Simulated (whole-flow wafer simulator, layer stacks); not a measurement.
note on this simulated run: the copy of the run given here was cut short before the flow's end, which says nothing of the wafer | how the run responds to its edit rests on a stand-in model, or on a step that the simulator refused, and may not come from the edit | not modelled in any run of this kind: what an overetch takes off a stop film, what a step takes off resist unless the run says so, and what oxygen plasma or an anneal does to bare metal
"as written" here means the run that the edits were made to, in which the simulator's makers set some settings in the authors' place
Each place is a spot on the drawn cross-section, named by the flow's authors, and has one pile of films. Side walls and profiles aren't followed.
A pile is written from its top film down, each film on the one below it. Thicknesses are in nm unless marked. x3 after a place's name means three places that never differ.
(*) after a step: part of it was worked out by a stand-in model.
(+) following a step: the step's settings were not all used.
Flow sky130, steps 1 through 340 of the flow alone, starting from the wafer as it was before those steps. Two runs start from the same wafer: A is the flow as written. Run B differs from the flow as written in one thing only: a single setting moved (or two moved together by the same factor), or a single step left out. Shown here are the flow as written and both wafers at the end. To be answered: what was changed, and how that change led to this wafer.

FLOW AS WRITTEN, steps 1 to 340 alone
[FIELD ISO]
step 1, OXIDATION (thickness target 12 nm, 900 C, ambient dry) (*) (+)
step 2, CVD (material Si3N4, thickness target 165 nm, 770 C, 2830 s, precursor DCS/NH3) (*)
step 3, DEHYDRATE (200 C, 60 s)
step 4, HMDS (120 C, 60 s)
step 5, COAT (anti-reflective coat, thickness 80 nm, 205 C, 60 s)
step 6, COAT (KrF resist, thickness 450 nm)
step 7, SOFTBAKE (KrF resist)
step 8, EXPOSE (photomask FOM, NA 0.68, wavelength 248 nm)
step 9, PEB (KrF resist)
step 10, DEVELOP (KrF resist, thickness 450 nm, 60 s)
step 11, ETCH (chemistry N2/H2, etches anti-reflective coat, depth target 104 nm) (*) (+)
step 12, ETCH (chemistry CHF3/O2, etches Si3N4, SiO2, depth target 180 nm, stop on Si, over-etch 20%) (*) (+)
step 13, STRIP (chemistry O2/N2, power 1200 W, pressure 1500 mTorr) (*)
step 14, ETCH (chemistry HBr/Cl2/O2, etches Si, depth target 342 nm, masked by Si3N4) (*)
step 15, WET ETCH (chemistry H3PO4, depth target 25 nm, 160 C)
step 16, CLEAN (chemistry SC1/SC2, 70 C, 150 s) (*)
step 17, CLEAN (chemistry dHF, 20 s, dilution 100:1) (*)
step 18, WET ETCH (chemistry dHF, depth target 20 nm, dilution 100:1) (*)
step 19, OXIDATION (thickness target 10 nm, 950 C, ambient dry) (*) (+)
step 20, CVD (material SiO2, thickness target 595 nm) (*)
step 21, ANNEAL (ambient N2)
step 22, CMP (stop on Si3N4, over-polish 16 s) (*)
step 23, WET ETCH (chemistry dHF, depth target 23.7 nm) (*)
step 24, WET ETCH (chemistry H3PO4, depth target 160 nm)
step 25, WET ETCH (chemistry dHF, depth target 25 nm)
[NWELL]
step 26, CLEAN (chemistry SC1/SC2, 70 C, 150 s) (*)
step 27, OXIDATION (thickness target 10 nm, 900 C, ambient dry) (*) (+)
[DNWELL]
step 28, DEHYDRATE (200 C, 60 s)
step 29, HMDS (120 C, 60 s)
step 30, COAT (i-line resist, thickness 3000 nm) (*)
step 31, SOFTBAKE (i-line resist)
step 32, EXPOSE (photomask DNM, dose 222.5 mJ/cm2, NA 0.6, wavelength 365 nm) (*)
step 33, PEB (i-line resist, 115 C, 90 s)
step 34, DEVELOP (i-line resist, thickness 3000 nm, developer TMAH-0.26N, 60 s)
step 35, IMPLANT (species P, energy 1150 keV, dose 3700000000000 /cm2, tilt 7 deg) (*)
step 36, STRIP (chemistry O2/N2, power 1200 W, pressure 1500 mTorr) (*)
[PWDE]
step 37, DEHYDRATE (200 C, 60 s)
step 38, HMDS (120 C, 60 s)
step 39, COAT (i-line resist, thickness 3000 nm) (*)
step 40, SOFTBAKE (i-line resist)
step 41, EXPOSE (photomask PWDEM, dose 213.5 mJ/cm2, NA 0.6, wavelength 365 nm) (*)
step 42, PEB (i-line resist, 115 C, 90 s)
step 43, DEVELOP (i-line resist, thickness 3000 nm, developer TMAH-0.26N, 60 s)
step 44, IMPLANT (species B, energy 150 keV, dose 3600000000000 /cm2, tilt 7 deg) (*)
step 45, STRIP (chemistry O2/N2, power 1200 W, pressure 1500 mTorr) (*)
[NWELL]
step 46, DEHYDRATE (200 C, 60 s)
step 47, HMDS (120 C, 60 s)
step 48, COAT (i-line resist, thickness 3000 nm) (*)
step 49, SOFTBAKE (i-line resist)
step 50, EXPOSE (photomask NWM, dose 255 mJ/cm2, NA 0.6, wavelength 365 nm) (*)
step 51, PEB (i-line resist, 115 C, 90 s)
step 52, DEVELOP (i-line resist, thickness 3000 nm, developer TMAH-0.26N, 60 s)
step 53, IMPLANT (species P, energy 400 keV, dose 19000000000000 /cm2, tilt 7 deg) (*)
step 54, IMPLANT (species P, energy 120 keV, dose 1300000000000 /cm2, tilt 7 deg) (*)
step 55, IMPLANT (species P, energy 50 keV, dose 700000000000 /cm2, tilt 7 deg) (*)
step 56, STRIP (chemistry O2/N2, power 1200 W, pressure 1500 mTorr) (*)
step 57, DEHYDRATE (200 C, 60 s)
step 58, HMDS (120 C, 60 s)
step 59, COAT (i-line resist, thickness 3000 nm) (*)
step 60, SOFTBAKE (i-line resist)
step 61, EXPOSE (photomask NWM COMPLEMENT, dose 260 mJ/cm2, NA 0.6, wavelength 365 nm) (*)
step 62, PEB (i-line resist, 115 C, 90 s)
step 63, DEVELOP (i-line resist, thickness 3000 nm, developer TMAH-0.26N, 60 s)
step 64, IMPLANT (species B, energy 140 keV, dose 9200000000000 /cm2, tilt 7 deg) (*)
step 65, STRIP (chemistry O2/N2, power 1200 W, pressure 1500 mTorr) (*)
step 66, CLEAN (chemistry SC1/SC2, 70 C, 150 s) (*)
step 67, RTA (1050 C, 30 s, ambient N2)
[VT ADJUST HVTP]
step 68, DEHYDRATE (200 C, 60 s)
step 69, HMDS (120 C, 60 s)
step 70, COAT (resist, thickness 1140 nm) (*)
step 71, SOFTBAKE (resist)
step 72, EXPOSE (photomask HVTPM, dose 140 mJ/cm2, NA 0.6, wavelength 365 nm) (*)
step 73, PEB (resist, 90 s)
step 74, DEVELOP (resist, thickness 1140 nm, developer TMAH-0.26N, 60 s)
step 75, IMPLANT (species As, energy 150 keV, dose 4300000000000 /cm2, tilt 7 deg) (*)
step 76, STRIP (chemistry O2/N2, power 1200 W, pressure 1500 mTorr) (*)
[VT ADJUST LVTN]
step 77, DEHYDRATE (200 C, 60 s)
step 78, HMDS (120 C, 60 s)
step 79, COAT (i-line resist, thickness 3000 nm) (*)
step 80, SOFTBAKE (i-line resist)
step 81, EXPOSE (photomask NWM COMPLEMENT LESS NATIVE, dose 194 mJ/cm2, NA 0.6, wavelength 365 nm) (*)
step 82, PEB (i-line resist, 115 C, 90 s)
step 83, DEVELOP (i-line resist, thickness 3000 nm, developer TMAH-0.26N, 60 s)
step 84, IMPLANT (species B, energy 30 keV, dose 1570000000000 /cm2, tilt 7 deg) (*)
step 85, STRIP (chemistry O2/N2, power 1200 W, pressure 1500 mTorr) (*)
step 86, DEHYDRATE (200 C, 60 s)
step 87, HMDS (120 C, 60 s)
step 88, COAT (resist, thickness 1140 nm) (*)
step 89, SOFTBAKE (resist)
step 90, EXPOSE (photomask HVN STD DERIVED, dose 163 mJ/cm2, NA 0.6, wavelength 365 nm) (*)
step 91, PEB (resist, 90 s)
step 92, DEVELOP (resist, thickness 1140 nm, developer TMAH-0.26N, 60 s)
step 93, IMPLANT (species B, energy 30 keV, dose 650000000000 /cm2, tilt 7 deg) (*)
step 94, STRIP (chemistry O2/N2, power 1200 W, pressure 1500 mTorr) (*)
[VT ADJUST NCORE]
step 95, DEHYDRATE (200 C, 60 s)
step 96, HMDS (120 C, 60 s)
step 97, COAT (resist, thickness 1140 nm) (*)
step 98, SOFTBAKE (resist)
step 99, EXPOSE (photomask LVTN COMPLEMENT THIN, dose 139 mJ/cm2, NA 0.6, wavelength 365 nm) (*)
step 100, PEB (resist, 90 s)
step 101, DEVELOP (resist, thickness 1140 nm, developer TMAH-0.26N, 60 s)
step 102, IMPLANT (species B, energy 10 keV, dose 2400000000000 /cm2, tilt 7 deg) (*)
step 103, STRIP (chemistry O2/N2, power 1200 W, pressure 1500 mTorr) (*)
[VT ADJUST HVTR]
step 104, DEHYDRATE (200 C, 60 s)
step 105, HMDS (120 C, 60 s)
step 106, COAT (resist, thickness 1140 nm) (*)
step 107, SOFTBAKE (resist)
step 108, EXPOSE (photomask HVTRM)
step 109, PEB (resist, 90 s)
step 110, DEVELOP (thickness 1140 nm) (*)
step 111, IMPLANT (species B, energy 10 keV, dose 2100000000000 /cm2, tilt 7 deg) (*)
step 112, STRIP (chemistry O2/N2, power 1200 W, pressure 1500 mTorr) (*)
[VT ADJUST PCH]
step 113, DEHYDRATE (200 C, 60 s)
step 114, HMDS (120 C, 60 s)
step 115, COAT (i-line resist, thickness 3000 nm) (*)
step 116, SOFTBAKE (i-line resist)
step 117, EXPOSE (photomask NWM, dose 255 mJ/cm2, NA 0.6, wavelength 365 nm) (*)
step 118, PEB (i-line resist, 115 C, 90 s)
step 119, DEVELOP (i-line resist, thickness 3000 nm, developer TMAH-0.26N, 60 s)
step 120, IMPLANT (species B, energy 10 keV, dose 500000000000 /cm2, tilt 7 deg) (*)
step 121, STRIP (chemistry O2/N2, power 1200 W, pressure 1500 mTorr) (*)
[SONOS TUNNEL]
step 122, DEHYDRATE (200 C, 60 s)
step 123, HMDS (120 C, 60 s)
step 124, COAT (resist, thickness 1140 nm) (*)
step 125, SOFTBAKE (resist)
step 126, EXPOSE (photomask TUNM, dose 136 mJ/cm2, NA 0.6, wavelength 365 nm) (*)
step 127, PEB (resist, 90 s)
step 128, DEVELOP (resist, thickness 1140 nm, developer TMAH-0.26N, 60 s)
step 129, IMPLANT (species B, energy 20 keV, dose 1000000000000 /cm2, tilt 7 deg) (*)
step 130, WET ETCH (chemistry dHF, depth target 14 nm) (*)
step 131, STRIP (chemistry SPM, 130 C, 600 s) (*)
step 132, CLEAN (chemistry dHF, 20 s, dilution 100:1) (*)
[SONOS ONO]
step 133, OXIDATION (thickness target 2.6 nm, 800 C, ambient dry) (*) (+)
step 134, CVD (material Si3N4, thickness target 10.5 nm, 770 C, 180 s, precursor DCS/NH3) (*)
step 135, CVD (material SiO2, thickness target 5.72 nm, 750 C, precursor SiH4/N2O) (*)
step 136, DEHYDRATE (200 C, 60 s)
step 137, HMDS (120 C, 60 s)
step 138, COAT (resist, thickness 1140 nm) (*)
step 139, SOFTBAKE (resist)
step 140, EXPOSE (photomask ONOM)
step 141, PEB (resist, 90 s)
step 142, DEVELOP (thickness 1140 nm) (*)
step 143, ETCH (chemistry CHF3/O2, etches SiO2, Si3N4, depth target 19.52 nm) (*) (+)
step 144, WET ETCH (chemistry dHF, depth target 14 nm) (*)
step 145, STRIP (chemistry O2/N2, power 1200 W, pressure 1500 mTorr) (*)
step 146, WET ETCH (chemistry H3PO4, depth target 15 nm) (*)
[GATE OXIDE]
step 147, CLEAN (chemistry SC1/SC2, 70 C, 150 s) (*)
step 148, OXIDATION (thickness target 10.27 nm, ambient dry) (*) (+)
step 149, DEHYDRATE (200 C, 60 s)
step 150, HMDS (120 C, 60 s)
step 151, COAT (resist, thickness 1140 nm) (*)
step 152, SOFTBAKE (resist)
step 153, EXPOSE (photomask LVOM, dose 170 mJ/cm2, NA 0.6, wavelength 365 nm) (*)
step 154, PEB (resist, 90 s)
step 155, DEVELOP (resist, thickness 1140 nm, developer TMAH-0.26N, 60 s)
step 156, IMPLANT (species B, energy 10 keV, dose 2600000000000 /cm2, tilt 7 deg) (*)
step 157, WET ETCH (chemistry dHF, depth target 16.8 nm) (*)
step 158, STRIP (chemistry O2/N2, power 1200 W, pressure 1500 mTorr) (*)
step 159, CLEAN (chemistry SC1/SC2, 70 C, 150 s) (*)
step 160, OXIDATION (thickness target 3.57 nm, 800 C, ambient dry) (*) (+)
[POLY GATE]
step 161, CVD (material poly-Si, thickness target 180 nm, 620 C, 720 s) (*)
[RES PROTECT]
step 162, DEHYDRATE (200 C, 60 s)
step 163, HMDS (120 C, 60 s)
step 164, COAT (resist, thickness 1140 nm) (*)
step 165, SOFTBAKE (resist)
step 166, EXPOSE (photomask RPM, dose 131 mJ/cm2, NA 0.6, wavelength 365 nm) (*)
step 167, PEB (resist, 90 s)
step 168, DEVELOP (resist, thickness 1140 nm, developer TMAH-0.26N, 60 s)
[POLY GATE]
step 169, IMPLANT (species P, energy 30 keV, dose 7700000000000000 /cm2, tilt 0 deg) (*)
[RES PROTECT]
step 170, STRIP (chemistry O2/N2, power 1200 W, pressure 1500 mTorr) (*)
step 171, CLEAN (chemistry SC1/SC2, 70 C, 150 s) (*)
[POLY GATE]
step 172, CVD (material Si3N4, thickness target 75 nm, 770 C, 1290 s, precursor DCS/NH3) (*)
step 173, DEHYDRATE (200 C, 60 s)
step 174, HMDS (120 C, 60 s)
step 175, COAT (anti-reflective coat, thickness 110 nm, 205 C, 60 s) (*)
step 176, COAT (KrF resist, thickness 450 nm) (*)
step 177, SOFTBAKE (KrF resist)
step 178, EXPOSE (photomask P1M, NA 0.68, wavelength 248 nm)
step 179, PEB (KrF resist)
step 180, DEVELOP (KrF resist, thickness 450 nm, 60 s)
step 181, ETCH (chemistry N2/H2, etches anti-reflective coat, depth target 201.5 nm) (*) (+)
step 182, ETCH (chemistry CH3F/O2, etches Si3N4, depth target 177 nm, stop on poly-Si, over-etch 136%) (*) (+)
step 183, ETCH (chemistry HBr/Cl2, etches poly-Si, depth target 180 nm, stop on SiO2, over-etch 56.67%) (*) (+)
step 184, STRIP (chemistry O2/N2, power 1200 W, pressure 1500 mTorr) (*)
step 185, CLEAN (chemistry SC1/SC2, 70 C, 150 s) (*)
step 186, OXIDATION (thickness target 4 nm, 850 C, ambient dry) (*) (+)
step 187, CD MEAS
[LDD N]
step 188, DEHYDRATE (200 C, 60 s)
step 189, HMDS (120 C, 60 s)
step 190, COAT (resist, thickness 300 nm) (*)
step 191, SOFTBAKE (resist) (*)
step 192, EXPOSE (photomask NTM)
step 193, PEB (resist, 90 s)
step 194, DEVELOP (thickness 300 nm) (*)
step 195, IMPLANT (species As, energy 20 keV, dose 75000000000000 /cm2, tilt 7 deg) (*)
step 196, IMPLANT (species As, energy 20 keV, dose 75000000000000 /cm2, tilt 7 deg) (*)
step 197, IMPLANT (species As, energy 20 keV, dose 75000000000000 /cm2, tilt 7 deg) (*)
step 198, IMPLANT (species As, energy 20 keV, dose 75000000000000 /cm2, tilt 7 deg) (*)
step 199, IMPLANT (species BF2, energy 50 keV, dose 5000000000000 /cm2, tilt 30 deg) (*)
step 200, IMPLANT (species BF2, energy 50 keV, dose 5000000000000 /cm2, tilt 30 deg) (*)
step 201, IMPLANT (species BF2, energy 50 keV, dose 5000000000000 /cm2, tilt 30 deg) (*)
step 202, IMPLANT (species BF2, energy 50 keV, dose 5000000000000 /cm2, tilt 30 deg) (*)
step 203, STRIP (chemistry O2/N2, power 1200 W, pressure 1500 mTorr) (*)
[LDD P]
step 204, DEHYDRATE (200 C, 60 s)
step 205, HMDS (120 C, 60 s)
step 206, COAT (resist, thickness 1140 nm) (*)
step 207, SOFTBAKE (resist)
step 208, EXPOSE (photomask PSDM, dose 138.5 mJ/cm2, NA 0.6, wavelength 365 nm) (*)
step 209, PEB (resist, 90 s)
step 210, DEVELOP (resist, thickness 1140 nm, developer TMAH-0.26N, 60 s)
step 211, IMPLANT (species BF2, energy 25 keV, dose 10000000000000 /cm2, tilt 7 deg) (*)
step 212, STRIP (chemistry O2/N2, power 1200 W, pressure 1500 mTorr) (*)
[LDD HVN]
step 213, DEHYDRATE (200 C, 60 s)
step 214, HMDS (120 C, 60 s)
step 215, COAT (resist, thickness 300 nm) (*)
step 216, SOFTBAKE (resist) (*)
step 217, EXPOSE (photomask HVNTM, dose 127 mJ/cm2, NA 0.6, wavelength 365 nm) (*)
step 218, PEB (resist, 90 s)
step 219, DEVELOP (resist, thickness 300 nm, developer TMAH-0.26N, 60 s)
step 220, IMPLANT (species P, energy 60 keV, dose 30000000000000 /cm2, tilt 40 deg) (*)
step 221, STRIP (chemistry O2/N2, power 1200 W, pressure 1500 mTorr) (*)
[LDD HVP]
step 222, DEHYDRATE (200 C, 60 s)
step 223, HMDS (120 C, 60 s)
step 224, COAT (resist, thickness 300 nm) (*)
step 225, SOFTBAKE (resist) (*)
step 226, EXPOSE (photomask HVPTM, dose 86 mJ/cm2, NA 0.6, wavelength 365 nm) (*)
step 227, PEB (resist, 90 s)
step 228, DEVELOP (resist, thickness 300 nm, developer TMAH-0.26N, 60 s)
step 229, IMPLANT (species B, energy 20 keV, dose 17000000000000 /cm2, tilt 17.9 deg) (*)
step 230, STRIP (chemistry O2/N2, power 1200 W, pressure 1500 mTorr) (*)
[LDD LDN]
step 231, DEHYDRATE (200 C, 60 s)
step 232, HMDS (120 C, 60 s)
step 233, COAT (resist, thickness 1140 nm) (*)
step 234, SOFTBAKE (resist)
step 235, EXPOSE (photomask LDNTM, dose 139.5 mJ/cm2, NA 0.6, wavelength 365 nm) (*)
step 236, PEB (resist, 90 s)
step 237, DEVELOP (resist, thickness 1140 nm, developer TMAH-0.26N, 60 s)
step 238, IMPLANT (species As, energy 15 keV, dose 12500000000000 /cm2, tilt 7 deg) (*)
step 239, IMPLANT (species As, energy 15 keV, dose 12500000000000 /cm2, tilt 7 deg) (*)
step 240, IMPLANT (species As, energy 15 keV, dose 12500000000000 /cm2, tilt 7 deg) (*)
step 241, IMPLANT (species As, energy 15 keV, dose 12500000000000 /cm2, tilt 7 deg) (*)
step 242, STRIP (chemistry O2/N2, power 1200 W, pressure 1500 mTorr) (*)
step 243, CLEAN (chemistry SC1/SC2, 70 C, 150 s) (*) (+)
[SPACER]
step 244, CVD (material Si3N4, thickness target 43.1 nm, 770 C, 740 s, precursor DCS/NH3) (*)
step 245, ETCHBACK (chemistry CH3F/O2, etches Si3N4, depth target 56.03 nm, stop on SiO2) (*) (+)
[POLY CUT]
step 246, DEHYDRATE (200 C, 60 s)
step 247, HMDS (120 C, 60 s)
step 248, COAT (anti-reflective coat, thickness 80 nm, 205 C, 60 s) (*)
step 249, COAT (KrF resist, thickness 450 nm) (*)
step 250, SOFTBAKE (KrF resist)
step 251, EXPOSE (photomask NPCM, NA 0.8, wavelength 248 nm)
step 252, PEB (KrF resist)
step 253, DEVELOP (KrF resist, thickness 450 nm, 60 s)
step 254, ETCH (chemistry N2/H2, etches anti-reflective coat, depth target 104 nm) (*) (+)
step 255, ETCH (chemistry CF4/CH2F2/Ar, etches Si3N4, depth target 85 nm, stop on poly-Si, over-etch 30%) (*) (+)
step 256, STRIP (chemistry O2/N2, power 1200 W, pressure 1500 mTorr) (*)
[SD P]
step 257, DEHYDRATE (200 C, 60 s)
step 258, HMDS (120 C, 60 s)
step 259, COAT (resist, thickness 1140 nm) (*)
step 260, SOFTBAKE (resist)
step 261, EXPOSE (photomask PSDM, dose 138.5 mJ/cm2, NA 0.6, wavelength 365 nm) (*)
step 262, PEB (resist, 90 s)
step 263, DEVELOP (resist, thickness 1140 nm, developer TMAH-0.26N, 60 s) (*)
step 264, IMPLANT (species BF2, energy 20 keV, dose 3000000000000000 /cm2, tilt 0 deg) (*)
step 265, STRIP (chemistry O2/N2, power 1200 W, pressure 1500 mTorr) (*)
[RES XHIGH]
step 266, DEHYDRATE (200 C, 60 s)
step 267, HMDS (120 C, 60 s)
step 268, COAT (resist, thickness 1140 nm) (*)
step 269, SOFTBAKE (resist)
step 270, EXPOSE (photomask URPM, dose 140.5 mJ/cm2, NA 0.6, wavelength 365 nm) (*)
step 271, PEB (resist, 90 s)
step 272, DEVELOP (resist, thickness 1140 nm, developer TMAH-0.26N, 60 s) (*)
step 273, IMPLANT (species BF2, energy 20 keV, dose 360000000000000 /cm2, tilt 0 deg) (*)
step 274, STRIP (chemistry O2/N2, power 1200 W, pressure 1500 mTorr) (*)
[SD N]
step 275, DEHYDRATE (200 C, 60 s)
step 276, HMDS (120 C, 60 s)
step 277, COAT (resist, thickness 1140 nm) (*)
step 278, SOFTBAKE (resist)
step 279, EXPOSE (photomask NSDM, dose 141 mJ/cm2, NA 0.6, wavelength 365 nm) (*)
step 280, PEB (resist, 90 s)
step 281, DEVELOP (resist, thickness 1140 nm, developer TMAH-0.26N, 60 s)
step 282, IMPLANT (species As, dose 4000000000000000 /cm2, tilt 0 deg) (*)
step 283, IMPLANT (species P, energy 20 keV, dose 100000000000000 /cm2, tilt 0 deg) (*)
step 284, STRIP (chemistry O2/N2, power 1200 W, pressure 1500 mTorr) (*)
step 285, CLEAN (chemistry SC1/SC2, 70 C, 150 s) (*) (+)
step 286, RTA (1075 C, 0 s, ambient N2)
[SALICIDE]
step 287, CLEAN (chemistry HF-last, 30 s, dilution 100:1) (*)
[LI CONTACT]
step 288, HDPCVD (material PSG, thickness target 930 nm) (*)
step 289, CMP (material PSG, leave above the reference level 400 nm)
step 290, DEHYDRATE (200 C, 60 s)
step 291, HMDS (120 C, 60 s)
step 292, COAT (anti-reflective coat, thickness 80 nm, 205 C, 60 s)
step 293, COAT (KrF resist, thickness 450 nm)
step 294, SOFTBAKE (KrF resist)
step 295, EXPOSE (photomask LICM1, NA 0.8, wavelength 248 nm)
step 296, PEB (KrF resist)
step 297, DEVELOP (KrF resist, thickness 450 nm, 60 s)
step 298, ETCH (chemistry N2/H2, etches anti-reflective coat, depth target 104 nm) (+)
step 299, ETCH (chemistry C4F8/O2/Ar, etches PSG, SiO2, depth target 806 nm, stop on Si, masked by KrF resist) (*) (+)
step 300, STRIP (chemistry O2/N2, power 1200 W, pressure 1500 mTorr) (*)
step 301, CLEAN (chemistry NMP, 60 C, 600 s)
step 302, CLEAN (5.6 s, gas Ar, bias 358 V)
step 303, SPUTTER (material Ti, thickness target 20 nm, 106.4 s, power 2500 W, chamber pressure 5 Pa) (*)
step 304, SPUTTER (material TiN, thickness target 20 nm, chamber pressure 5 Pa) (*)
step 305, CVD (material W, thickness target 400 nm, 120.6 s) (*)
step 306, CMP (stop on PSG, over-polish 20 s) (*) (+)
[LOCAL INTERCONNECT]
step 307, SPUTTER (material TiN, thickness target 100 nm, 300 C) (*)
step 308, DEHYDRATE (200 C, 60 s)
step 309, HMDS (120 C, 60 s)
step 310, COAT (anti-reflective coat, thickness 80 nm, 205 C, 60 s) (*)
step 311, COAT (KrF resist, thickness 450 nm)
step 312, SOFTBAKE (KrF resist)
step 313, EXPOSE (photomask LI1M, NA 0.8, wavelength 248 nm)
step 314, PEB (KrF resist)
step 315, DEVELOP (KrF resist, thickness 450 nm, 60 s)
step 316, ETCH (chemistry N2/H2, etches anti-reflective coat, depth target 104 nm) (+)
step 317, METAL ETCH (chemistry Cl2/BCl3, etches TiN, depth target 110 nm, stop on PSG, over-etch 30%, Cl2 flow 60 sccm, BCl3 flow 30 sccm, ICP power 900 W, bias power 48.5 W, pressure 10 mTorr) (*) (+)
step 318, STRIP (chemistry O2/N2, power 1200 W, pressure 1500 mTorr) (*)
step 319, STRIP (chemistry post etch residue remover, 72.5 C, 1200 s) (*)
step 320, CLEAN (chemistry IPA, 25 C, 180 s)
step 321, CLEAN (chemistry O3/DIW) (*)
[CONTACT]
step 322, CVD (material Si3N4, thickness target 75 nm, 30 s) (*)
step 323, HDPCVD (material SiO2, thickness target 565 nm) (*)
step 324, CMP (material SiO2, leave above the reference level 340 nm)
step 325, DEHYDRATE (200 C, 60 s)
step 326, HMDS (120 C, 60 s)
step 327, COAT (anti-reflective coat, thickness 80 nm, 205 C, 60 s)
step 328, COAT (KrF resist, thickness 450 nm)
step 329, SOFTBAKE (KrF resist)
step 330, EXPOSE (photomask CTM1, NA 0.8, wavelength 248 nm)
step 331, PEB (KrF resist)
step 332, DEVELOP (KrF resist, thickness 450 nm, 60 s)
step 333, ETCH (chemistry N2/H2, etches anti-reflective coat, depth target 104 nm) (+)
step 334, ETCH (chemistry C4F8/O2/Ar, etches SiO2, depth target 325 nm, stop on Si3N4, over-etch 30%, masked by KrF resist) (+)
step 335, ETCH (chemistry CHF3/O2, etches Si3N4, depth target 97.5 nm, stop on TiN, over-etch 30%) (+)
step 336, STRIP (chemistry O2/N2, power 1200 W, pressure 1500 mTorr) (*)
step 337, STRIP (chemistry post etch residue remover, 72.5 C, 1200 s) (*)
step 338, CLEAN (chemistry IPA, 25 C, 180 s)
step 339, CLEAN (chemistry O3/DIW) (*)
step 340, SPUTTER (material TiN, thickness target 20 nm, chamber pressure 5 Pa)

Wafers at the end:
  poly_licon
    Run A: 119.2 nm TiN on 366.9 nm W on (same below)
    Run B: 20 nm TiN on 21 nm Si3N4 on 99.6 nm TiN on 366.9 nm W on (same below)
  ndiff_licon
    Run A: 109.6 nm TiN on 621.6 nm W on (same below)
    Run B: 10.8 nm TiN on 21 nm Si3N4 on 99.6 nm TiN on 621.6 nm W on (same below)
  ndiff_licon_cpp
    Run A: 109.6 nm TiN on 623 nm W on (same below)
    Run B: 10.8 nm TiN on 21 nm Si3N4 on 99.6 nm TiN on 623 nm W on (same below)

Cause: step 335, ETCH: depth target 53.6 nm was run, though the flow has depth target 97.5 nm.

How this came from the change, step by step:
  step 335, ETCH (chemistry CHF3/O2, etches Si3N4, depth target 97.5 nm, stop on TiN, over-etch 30%) (+)
      poly_licon, ndiff_licon, ndiff_licon_cpp, rpo_hd_licon: A Si3N4 loses 75 (all of it) | B Si3N4 loses 53.6
      field, active, n_well and 184 more: A KrF resist loses 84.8 | B KrF resist loses 46.6
  step 336, STRIP (chemistry O2/N2, power 1200 W, pressure 1500 mTorr) (*)
      field, active, n_well and 184 more: A KrF resist loses 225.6 (all of it), anti-reflective coat loses 80 (all of it) | B KrF resist loses 263.8 (all of it), anti-reflective coat loses 80 (all of it)
  step 340, SPUTTER (material TiN, thickness target 20 nm, chamber pressure 5 Pa)
      ndiff_licon, ndiff_licon_cpp, rpo_hd_licon: A TiN gains 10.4 | B TiN gains 10.8 (new film)
      poly_licon: A TiN gains 20 | B TiN gains 20 (new film)
Taking metal films that touch as one body, poly_licon has 2 bodies (between them, from the top down: Si3N4 21); the flow as written gives 1 body.
Taking metal films that touch as one body, ndiff_licon has 2 bodies (between them, from the top down: Si3N4 21); the flow as written gives 1 body.
Taking metal films that touch as one body, ndiff_licon_cpp has 2 bodies (between them, from the top down: Si3N4 21); the flow as written gives 1 body.
